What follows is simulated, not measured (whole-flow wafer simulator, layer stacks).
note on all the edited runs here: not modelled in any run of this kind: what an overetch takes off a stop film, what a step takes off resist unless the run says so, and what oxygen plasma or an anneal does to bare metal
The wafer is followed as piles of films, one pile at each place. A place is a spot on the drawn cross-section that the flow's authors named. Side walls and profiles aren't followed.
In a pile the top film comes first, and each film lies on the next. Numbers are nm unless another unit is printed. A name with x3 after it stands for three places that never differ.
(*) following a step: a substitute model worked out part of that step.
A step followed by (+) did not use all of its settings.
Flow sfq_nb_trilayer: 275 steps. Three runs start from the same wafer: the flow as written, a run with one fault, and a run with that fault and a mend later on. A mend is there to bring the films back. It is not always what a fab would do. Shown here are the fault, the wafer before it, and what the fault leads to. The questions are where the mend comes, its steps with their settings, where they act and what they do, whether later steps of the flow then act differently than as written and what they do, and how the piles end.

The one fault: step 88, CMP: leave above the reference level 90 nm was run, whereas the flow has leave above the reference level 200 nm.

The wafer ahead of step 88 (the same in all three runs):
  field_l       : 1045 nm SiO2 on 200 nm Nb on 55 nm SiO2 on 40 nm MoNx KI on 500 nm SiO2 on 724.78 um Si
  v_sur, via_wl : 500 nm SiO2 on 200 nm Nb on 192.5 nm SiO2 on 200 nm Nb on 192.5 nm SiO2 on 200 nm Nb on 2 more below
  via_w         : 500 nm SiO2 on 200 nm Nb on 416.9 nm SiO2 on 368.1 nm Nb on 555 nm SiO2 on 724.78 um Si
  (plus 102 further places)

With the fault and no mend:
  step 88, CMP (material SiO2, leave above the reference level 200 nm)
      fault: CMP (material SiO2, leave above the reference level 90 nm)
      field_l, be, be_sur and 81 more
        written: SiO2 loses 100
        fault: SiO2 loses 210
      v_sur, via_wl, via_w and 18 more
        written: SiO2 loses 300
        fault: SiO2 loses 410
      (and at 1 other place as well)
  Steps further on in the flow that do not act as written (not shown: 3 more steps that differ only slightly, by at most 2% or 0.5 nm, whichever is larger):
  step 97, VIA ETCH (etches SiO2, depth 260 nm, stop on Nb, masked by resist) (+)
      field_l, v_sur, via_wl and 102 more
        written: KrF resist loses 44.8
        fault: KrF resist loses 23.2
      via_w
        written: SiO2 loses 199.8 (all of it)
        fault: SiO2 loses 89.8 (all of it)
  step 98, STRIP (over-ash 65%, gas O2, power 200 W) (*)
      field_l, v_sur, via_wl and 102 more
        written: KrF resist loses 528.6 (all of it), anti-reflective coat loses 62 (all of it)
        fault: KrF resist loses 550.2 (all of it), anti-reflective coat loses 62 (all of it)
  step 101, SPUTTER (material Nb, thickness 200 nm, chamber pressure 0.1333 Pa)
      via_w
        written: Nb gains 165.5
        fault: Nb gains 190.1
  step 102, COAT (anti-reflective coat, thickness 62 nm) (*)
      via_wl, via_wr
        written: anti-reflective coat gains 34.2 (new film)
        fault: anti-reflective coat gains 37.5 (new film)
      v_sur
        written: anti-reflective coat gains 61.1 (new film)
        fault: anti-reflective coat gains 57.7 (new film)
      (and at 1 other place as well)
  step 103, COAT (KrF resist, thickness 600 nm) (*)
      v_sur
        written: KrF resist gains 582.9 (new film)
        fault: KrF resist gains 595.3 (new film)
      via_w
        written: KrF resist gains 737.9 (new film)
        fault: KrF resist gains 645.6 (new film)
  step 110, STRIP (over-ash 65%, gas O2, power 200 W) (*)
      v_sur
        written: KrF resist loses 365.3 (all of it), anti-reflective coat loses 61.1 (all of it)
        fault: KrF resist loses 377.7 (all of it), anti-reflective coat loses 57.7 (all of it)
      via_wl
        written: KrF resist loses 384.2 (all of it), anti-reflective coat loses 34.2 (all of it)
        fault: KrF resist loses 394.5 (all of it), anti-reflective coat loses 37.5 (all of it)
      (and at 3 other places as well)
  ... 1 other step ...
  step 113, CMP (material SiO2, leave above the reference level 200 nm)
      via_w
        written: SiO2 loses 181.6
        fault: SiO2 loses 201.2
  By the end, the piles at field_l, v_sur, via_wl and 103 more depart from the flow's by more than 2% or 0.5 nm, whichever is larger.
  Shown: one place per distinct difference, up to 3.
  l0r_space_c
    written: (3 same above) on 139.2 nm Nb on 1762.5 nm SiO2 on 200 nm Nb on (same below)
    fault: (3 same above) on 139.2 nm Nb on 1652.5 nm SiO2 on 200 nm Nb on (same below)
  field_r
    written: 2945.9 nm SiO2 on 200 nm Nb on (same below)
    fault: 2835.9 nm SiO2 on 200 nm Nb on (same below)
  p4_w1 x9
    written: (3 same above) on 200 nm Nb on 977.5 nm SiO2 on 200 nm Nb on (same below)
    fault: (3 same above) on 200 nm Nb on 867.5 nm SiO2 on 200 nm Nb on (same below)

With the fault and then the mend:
  The mend follows step 95.
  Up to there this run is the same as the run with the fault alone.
  step 95a, STRIP (over-ash 65%, gas O2, power 200 W) (*)
      field_l, v_sur, via_wl and 102 more
        KrF resist loses 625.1 (all of it), anti-reflective coat loses 62 (all of it)
      via_w
        anti-reflective coat loses 62 (all of it)
  step 95b, PECVD (material SiO2, thickness 110 nm, 150 C, 24.44 s, RF power 183.3 W, pressure 2.4 Torr, precursor SiH4/N2O) (a further turn of the flow's step 87, with different settings)
      field_l, v_sur, via_wl and 103 more
        SiO2 gains 110
  step 95c, COAT (anti-reflective coat, thickness 62 nm) (a further turn of the flow's step 90)
      field_l, v_sur, via_wl and 103 more
        anti-reflective coat gains 62 (new film)
  step 95d, COAT (KrF resist, thickness 650 nm) (a further turn of the flow's step 91)
      field_l, v_sur, via_wl and 103 more
        KrF resist gains 650 (new film)
  step 95e, SOFTBAKE (KrF resist) (a further turn of the flow's step 92)
      alters no film at any place that is followed
  step 95f, EXPOSE (photomask I2, dose 11.91 mJ/cm2, NA 0.6, wavelength 248 nm) (*) (a further turn of the flow's step 93)
      alters no film at any place that is followed
  step 95g, PEB (KrF resist, 90 s) (a further turn of the flow's step 94)
      field_l, v_sur, via_wl and 103 more
        KrF resist loses 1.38
  step 95h, DEVELOP (KrF resist, thickness 650 nm, 60 s) (a further turn of the flow's step 95)
      field_l, v_sur, via_wl and 102 more
        KrF resist loses 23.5
      via_w
        KrF resist loses 648.6 (all of it)
  Later steps of the flow that are run all act as written at every place that is followed.
  The piles end the same as the flow's at every place that both follow.
